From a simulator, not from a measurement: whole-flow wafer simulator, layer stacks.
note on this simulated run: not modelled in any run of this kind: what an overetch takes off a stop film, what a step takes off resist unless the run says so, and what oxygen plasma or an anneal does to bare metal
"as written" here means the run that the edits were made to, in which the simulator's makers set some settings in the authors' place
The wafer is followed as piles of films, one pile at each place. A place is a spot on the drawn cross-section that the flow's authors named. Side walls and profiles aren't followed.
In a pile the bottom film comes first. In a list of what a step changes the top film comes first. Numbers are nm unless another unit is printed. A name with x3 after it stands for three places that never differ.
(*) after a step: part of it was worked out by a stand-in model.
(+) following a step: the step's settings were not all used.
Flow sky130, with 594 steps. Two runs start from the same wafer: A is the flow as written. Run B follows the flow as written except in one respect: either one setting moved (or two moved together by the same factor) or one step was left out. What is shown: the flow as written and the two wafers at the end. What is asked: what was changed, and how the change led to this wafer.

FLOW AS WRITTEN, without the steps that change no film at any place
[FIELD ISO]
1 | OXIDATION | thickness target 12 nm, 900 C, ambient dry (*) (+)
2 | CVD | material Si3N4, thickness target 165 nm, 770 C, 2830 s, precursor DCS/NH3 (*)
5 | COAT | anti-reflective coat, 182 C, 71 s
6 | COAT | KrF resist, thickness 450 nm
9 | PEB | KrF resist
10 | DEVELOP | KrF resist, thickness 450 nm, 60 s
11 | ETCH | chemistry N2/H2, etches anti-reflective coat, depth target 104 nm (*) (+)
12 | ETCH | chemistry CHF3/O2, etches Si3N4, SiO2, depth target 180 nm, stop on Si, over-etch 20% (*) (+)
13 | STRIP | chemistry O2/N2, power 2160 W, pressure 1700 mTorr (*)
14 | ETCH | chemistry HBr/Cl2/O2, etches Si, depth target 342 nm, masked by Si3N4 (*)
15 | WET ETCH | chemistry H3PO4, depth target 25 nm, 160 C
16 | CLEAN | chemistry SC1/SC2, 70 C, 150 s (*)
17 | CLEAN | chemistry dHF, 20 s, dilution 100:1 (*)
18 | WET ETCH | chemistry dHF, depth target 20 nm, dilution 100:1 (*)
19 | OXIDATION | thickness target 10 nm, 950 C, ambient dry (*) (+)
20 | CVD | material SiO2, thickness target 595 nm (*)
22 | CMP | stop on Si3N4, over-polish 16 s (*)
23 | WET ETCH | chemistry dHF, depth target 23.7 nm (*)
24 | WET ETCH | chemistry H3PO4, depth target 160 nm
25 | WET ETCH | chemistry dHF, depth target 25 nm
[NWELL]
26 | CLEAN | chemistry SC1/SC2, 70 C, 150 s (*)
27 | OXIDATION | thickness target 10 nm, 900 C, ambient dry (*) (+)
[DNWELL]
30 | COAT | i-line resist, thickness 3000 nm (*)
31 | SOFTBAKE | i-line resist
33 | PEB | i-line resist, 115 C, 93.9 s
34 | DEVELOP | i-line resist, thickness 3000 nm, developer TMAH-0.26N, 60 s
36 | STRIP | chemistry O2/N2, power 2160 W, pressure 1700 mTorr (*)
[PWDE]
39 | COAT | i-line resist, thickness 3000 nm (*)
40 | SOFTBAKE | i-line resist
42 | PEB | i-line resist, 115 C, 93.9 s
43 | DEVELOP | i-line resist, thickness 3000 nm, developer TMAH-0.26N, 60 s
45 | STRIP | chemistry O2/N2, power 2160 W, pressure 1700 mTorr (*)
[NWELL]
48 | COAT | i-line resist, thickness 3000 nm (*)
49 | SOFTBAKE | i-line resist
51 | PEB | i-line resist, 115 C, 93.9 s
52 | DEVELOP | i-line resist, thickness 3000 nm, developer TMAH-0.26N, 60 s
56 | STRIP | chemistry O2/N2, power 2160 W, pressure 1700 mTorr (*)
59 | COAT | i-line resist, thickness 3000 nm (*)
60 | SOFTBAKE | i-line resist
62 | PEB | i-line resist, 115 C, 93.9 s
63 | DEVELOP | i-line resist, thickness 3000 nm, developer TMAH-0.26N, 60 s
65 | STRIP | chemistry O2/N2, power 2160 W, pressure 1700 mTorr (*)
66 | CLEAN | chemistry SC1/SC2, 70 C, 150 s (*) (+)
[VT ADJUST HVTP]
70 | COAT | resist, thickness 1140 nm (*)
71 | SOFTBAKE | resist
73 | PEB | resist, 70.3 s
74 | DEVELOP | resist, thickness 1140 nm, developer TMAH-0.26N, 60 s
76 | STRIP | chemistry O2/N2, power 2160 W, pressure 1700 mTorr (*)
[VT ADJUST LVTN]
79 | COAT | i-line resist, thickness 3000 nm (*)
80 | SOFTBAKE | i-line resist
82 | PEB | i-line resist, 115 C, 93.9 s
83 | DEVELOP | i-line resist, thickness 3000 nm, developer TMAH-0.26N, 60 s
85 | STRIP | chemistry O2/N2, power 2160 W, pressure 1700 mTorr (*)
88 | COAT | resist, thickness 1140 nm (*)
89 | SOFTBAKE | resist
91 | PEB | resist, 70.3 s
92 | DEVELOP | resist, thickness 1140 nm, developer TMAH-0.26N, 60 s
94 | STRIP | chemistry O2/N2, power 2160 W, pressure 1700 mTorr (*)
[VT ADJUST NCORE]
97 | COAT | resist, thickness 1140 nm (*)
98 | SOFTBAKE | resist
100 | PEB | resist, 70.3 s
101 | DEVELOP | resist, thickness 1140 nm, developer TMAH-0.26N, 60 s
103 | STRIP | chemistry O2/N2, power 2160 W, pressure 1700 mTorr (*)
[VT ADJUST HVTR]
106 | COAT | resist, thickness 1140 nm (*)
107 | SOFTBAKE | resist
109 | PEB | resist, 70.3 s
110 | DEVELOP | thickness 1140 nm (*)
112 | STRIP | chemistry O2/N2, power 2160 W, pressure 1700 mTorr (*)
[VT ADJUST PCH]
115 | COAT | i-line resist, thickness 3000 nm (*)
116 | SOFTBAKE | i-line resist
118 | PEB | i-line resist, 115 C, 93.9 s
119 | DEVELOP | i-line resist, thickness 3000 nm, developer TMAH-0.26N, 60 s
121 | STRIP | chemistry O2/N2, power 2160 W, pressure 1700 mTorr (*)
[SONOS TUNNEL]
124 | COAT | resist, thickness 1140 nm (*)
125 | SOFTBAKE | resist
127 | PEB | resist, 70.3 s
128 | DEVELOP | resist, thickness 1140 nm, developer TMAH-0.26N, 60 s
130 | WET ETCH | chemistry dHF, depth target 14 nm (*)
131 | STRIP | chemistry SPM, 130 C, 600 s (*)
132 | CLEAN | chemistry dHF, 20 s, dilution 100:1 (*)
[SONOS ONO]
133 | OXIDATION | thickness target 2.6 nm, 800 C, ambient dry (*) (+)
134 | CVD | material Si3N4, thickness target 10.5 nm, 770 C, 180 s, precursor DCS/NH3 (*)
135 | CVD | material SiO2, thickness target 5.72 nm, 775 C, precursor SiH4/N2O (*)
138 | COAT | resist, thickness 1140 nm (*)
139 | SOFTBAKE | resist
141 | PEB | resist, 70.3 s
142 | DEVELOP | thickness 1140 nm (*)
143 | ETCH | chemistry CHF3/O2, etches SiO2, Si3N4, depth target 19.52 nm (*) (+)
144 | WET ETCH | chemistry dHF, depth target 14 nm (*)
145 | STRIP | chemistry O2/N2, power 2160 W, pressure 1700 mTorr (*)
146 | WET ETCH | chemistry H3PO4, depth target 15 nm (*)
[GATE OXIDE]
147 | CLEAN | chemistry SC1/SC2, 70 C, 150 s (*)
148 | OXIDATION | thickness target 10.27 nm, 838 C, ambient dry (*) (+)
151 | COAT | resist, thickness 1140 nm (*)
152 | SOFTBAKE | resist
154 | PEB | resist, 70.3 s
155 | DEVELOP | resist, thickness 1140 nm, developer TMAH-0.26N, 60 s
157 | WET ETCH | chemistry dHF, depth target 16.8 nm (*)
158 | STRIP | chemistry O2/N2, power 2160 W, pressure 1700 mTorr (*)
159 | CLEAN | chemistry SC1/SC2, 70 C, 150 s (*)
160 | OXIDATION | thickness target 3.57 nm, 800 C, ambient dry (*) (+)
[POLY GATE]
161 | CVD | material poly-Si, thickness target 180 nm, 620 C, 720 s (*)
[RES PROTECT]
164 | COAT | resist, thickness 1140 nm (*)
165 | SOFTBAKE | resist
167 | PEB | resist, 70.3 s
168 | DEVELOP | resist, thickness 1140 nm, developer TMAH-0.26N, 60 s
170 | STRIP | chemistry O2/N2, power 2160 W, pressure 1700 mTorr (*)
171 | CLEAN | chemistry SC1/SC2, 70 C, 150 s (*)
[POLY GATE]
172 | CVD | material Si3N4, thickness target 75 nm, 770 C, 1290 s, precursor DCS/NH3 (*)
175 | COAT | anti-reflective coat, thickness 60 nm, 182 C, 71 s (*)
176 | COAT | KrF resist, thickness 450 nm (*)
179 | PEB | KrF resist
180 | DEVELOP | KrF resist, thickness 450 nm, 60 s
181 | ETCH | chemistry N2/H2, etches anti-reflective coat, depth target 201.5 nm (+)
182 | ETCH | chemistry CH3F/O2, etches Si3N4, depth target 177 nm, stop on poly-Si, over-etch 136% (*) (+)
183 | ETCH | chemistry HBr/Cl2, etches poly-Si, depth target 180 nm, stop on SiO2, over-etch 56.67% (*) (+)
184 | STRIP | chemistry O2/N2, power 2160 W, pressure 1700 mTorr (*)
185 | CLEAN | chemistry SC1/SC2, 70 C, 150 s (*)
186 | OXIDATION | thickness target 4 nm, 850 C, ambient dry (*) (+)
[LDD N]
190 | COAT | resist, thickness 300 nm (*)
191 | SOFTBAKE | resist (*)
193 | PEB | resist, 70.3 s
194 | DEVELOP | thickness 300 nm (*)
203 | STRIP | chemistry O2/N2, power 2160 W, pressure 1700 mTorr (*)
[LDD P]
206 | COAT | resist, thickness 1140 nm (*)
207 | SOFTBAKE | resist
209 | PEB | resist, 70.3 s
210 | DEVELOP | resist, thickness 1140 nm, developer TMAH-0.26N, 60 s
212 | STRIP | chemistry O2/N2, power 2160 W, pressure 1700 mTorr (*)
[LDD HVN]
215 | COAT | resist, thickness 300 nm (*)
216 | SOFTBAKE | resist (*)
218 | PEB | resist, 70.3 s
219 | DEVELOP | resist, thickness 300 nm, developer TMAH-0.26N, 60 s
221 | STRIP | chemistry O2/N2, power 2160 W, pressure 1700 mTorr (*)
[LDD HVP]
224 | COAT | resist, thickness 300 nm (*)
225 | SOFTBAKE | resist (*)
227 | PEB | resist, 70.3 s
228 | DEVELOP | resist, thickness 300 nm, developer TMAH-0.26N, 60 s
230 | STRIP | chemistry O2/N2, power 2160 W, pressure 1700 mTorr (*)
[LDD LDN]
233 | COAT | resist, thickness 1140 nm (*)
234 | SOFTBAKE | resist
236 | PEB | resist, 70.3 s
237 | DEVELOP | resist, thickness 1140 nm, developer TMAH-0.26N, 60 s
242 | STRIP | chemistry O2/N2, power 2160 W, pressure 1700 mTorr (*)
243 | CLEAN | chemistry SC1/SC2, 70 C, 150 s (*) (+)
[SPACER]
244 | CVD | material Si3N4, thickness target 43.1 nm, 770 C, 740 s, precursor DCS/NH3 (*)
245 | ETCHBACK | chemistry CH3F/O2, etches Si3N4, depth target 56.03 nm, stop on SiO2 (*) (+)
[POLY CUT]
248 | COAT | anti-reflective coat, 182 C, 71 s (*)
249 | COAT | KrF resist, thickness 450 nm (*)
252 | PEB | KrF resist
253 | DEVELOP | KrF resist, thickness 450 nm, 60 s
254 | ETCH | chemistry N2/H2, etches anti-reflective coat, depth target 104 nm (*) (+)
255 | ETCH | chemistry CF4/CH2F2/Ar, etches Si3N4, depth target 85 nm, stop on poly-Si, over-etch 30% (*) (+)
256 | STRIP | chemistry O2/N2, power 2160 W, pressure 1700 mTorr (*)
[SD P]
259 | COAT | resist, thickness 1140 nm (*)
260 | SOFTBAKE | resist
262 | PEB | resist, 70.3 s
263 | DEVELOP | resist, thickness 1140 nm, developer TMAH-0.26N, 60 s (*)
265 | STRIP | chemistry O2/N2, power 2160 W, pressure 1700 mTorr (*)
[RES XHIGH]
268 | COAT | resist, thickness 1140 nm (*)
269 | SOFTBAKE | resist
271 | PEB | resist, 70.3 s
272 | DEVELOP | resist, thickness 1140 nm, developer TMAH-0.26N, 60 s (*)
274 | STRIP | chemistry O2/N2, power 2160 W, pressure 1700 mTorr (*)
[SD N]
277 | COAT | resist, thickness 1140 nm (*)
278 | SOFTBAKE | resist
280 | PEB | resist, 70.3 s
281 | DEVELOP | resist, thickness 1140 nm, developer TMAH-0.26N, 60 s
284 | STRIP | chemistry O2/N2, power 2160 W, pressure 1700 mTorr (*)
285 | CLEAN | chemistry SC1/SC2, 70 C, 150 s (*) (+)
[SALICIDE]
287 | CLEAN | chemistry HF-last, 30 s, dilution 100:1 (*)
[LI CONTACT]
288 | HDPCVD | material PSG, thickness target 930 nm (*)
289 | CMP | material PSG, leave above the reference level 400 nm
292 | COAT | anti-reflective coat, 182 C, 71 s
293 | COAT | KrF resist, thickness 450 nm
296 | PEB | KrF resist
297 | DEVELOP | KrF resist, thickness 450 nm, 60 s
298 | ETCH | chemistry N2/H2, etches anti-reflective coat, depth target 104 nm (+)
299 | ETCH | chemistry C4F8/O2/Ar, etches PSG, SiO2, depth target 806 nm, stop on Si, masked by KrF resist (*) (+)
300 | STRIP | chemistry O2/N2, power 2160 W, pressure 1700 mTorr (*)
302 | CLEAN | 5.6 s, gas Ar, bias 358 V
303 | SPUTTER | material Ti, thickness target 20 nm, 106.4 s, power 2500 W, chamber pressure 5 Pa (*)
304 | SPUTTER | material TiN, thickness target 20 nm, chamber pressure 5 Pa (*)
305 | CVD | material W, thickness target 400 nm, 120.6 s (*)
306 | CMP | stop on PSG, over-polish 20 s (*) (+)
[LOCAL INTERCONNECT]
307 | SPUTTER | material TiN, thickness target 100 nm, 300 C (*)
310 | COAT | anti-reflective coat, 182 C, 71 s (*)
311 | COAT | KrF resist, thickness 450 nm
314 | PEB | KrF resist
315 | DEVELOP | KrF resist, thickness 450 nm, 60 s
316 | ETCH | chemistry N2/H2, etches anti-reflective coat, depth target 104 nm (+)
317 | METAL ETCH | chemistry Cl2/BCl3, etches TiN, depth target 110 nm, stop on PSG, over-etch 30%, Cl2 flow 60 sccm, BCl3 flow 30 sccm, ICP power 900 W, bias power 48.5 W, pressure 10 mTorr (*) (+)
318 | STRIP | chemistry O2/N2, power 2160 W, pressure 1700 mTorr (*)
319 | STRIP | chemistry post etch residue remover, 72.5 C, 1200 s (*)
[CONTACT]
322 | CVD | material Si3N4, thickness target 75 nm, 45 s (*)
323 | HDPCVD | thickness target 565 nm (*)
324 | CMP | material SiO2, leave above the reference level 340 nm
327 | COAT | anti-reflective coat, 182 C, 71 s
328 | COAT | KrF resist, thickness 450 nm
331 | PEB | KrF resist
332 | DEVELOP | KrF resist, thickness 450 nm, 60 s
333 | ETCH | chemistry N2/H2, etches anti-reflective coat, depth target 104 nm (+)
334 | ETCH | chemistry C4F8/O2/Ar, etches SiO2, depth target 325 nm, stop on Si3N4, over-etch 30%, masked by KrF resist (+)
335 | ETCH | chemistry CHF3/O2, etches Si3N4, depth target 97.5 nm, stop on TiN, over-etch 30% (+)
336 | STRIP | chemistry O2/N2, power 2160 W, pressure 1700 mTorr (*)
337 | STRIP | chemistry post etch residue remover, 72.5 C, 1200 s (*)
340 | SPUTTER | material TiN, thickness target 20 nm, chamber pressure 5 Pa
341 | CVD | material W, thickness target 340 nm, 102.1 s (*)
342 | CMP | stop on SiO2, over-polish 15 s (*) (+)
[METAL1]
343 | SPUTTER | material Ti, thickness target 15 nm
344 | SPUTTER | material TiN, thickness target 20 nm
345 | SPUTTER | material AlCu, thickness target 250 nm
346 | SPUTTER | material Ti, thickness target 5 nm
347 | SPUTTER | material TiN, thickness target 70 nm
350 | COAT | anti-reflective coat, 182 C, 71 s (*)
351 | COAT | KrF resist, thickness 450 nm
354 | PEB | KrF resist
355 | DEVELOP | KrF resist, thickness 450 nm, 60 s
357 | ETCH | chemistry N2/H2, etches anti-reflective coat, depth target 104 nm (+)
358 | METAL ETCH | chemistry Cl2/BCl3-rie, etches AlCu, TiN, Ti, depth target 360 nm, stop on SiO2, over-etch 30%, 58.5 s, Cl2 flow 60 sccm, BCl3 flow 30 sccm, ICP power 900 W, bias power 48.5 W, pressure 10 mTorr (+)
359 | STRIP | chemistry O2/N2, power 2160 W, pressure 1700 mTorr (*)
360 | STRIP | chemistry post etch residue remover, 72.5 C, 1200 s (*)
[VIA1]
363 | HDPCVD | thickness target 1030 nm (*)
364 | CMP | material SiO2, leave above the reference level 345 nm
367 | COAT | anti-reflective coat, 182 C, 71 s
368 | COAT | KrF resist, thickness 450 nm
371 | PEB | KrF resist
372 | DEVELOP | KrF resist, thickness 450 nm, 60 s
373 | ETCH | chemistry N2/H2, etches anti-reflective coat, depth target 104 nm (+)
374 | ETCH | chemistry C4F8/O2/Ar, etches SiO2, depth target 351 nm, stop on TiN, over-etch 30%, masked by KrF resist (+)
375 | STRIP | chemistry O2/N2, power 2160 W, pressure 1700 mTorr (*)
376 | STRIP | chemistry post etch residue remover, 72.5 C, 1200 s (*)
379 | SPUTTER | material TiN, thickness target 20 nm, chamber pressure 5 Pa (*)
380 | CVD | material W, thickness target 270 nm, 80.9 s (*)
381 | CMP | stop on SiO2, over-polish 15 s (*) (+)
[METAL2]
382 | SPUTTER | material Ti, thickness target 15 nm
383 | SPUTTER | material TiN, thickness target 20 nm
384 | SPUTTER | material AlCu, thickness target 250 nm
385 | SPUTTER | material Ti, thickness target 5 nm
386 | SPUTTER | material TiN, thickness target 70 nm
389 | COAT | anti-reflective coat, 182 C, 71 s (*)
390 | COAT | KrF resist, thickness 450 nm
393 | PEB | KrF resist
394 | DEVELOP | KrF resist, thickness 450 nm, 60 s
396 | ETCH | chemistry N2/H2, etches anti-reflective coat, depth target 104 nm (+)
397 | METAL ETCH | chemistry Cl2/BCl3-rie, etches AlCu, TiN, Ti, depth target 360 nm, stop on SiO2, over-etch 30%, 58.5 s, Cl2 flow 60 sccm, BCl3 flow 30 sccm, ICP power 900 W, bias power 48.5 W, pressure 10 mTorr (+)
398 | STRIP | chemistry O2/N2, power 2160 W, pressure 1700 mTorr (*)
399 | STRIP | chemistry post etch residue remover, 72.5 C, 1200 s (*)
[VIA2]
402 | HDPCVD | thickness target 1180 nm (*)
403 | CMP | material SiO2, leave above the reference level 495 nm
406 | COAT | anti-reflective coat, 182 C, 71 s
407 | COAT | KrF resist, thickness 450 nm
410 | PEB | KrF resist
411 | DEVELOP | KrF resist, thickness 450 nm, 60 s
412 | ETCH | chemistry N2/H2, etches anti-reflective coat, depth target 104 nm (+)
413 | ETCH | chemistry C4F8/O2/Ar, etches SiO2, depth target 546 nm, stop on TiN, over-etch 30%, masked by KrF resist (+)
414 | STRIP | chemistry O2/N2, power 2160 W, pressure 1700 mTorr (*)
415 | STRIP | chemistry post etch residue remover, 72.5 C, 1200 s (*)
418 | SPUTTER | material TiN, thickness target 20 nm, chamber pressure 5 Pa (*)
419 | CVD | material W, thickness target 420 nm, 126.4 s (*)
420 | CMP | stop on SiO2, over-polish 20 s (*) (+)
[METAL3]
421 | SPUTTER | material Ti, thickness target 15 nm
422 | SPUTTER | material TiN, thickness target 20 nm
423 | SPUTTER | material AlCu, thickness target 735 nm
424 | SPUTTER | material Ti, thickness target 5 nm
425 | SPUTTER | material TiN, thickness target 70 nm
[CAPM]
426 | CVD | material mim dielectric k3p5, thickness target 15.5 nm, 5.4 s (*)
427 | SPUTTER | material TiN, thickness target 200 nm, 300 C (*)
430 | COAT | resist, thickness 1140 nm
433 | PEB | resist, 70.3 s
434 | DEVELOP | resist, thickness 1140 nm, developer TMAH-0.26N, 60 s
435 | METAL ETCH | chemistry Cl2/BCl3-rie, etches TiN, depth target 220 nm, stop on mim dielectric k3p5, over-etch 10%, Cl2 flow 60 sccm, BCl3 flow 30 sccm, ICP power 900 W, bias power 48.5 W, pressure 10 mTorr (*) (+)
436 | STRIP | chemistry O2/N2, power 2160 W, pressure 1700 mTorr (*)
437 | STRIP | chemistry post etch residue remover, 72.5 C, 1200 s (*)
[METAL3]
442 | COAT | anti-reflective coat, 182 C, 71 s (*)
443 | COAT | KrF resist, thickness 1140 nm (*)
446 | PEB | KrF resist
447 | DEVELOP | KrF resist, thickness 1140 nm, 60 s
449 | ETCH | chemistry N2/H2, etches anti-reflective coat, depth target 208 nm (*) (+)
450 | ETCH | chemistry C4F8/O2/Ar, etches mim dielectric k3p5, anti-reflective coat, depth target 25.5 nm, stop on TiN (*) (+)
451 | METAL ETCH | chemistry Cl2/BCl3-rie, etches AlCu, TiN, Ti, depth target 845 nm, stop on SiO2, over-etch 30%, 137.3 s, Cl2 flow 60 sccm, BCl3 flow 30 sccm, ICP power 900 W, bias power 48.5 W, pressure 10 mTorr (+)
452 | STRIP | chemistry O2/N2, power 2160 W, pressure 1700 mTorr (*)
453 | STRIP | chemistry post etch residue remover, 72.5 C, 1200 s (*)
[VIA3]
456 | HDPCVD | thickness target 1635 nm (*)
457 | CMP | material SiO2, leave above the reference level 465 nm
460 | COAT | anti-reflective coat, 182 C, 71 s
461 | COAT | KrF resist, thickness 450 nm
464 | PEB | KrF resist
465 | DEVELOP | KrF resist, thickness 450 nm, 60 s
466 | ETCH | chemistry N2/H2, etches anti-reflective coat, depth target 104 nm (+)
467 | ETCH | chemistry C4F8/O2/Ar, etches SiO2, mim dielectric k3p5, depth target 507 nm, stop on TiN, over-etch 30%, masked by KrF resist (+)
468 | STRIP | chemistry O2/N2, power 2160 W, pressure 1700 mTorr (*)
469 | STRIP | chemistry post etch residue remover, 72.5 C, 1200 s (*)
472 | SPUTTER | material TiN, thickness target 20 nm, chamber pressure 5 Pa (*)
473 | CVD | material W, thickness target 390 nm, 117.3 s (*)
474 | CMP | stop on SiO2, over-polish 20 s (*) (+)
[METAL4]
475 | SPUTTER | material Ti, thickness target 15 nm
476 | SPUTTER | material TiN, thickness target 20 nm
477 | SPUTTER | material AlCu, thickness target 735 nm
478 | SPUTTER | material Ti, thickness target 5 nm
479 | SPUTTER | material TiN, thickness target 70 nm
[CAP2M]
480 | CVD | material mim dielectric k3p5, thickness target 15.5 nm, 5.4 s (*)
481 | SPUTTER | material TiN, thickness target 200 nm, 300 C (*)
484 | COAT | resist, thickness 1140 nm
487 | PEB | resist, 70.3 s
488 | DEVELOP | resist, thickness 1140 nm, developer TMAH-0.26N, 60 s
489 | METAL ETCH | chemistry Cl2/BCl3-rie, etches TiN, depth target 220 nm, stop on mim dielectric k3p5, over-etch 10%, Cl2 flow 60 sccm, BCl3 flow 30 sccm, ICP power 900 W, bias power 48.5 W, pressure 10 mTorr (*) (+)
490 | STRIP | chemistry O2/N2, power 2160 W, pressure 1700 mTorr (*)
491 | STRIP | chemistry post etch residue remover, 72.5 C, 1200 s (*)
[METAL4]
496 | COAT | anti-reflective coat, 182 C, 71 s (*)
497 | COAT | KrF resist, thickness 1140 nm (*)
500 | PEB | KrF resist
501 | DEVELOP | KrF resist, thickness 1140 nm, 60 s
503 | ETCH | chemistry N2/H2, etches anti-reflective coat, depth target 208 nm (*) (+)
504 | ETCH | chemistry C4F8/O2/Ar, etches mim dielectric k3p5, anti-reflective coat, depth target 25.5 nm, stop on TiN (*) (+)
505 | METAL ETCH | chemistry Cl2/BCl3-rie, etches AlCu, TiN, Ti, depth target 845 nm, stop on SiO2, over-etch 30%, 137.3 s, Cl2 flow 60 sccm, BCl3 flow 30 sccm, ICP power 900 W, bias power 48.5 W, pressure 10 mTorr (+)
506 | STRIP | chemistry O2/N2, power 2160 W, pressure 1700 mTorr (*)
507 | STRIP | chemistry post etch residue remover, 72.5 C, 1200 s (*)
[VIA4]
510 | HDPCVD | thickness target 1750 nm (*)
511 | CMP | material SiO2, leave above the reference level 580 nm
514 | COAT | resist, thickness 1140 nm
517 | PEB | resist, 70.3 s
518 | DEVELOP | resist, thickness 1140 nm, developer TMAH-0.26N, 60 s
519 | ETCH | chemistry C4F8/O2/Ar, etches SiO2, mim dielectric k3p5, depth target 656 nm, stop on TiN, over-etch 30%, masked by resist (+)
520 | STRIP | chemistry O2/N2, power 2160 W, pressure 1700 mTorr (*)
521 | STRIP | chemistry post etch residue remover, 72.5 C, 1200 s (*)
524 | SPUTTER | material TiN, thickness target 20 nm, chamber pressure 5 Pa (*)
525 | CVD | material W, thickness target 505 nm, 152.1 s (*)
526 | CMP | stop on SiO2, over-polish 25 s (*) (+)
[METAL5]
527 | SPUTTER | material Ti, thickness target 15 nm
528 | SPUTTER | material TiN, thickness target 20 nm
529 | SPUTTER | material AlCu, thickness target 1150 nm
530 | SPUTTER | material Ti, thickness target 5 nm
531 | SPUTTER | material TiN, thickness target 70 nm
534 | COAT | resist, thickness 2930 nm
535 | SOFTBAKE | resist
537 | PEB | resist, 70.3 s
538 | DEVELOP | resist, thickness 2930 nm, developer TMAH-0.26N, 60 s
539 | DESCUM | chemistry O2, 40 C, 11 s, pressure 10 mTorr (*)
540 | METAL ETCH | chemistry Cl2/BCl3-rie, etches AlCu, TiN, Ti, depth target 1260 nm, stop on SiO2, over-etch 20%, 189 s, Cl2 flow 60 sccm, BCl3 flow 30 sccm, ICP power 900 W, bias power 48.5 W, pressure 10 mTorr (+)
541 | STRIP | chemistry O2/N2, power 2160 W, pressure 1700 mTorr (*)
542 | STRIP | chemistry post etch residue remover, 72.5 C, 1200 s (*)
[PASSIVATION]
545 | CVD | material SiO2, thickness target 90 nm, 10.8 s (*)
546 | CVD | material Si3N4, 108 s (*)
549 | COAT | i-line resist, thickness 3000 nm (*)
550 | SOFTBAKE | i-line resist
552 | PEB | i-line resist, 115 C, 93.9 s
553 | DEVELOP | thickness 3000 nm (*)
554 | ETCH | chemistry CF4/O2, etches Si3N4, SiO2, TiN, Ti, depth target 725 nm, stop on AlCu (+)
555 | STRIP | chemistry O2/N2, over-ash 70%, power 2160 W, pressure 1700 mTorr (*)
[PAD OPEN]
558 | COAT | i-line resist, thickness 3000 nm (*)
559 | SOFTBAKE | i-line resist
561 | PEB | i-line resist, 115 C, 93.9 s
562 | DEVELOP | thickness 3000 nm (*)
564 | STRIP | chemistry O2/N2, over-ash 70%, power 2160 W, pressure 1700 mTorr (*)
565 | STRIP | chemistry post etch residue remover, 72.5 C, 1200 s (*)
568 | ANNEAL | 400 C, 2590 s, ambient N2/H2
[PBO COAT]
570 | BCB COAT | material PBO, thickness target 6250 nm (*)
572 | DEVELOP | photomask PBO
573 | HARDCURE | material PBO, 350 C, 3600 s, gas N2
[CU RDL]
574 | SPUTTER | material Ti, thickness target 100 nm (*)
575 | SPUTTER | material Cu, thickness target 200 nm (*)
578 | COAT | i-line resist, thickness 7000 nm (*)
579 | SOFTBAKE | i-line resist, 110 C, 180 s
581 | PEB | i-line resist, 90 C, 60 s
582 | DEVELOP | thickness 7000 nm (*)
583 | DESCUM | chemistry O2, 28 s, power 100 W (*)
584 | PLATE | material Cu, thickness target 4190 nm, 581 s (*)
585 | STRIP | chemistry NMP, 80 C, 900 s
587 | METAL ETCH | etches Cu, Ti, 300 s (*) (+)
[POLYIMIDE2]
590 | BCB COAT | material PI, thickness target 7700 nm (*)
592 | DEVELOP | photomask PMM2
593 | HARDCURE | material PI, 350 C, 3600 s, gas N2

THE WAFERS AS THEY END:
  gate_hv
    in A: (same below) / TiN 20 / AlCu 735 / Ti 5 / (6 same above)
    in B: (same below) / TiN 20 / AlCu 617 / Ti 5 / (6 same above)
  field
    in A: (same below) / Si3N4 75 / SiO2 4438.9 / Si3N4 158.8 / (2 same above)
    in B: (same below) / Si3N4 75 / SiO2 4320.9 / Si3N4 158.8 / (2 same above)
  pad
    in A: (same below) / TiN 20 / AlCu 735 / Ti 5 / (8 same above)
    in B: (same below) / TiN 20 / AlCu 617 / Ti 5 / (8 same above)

The reason: step 477, SPUTTER: thickness target 617 nm was run, whereas the flow has thickness target 735 nm.
The wafer lets one read it off: gate_hv has AlCu 617, and step 477 as written asks for 735 nm.

The path from the change to this, step by step:
  477 | SPUTTER | material AlCu, thickness target 735 nm
      field, active, n_well and 189 more: A AlCu gains 735 (new film) | B AlCu gains 617 (new film)
  505 | METAL ETCH | chemistry Cl2/BCl3-rie, etches AlCu, TiN, Ti, depth target 845 nm, stop on SiO2, over-etch 30%, 137.3 s, Cl2 flow 60 sccm, BCl3 flow 30 sccm, ICP power 900 W, bias power 48.5 W, pressure 10 mTorr (+)
      field, gate, spacer and 64 more: A TiN loses 70 (all of it), Ti loses 5 (all of it), AlCu loses 735 (all of it), TiN loses 20 (all of it), Ti loses 15 (all of it), SiO2 loses 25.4 | B TiN loses 70 (all of it), Ti loses 5 (all of it), AlCu loses 617 (all of it), TiN loses 20 (all of it), Ti loses 15 (all of it), SiO2 loses 37.2
      vpp_iso1, m1_ln, rpo_hd and 6 more: A TiN loses 70 (all of it), Ti loses 5 (all of it), AlCu loses 735 (all of it), TiN loses 20 (all of it), Ti loses 15 (all of it), SiO2 loses 25.3 | B TiN loses 70 (all of it), Ti loses 5 (all of it), AlCu loses 617 (all of it), TiN loses 20 (all of it), Ti loses 15 (all of it), SiO2 loses 37.1
      (also at 12 further places)
  511 | CMP | material SiO2, leave above the reference level 580 nm
      field, gate, spacer and 71 more: A SiO2 loses 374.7 | B SiO2 loses 480.8
      active, via2_hole, sonos_guard_hv, iso_guard_nw, rxpo_ln, rpm_encl_urpm: A SiO2 loses 374.7 | B SiO2 loses 480.9
      (also at 8 further places)
